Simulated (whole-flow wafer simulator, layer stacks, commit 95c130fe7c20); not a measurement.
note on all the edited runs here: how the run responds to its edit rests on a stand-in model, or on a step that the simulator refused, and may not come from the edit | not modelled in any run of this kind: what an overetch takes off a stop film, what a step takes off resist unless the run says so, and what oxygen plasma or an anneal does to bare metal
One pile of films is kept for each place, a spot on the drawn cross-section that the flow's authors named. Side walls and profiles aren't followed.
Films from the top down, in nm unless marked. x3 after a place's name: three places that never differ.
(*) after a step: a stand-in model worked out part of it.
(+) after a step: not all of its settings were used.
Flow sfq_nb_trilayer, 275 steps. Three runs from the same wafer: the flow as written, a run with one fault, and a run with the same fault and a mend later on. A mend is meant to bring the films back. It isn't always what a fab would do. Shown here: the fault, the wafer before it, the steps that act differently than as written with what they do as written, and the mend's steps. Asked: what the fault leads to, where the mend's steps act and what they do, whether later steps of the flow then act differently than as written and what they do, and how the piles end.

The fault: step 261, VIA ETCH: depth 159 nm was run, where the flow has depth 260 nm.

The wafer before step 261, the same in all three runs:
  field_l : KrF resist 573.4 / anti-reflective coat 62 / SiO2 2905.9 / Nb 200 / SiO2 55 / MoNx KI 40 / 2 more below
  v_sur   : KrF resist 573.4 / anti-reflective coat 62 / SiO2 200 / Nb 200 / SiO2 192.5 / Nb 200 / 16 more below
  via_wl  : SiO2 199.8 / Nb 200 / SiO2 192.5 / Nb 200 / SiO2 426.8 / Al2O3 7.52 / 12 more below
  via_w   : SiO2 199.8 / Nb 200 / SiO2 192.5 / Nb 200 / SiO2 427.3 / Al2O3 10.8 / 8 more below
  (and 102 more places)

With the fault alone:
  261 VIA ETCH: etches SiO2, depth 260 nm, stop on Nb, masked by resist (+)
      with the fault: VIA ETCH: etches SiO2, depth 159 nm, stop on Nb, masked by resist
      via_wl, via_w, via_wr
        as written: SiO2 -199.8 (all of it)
        with the fault: SiO2 -159
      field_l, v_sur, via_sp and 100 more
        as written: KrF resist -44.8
        with the fault: KrF resist -27.4
  Later steps of the flow that act differently than as written (3 more steps differ only slightly, by at most 2% or 0.5 nm, whichever is larger, and aren't shown):
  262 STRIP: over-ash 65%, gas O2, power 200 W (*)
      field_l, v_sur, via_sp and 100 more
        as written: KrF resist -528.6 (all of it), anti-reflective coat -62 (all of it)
        with the fault: KrF resist -546 (all of it), anti-reflective coat -62 (all of it)
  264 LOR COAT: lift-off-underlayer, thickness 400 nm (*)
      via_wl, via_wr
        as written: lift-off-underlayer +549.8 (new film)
        with the fault: lift-off-underlayer +519.2 (new film)
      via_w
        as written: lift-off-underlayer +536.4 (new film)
        with the fault: lift-off-underlayer +508.6 (new film)
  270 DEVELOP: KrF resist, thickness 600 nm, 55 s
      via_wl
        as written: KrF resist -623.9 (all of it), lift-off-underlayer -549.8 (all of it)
        with the fault: KrF resist -618.7 (all of it), lift-off-underlayer -519.2 (all of it)
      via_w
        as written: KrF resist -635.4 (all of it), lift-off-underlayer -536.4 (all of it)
        with the fault: KrF resist -628 (all of it), lift-off-underlayer -508.6 (all of it)
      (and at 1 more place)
  At the end the piles differ from the flow's by more than 2% or 0.5 nm, whichever is larger, at via_wl, via_w, via_wr.
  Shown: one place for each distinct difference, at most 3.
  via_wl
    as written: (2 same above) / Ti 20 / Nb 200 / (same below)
    with the fault: (2 same above) / Ti 20 / SiO2 40.8 / Nb 200 / (same below)

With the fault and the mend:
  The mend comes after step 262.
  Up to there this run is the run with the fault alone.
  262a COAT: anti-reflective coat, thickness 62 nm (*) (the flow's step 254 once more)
      p4_fl x3, p4_w1 x9, p4_g1 x2 and 63 more
        anti-reflective coat +62 (new film)
      r_sur, res, r_end and 9 more
        anti-reflective coat +61.7 (new film)
      ce_l, c5j, ce_r, sp_r, be_r
        anti-reflective coat +61.6 (new film)
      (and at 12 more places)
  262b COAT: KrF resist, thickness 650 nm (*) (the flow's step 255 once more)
      p4_fl x3, p4_w1 x9, p4_g1 x2 and 63 more
        KrF resist +650 (new film)
      moat, field_r, lsp_l, ln_m5, lsp_m, ln_m6, lsp_r, l0_sur
        KrF resist +649.4 (new film)
      r_sur, res, r_end, l0v
        KrF resist +649.3 (new film)
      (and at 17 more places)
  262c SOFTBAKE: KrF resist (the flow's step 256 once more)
      changes no film at any place that is followed
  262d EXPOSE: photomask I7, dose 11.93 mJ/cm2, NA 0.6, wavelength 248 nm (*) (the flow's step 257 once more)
      changes no film at any place that is followed
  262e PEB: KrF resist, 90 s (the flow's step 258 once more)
      c5j, ce_r, sp_r and 90 more
        KrF resist -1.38
      v_sur, wire, be, be_sur, gap, jj_sur, ce_l
        KrF resist -1.37
      field_l, via_sp, via_v
        KrF resist -1.36
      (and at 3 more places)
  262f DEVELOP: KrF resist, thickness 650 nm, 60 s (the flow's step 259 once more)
      field_l, v_sur, via_sp and 100 more
        KrF resist -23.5
      via_wl
        KrF resist -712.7 (all of it)
      via_w
        KrF resist -756.4 (all of it)
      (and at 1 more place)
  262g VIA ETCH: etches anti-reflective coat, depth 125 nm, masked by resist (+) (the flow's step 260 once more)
      field_l, v_sur, via_sp and 100 more
        KrF resist -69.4
      via_wl, via_wr
        anti-reflective coat -125
      via_w
        anti-reflective coat -79.5 (all of it), SiO2 -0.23
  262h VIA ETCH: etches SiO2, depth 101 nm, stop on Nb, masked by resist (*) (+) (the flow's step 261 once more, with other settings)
      field_l, v_sur, via_sp and 100 more
        KrF resist -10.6
      via_wl, via_wr
        anti-reflective coat -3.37 (all of it), SiO2 -40.8 (all of it)
      via_w
        SiO2 -40.6 (all of it)
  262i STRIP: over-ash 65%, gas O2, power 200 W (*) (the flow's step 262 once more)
      p4_fl x3, p4_w1 x9, p4_g1 x2 and 63 more
        KrF resist -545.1 (all of it), anti-reflective coat -62 (all of it)
      moat, field_r, lsp_l, ln_m5, lsp_m, ln_m6, lsp_r, l0_sur
        KrF resist -544.5 (all of it), anti-reflective coat -61.7 (all of it)
      r_sur, res, r_end, l0v
        KrF resist -544.4 (all of it), anti-reflective coat -61.7 (all of it)
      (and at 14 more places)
  No later step of the flow acts differently than as written at any place that is followed.
  At the end the piles are the same as the flow's at every place that both follow.
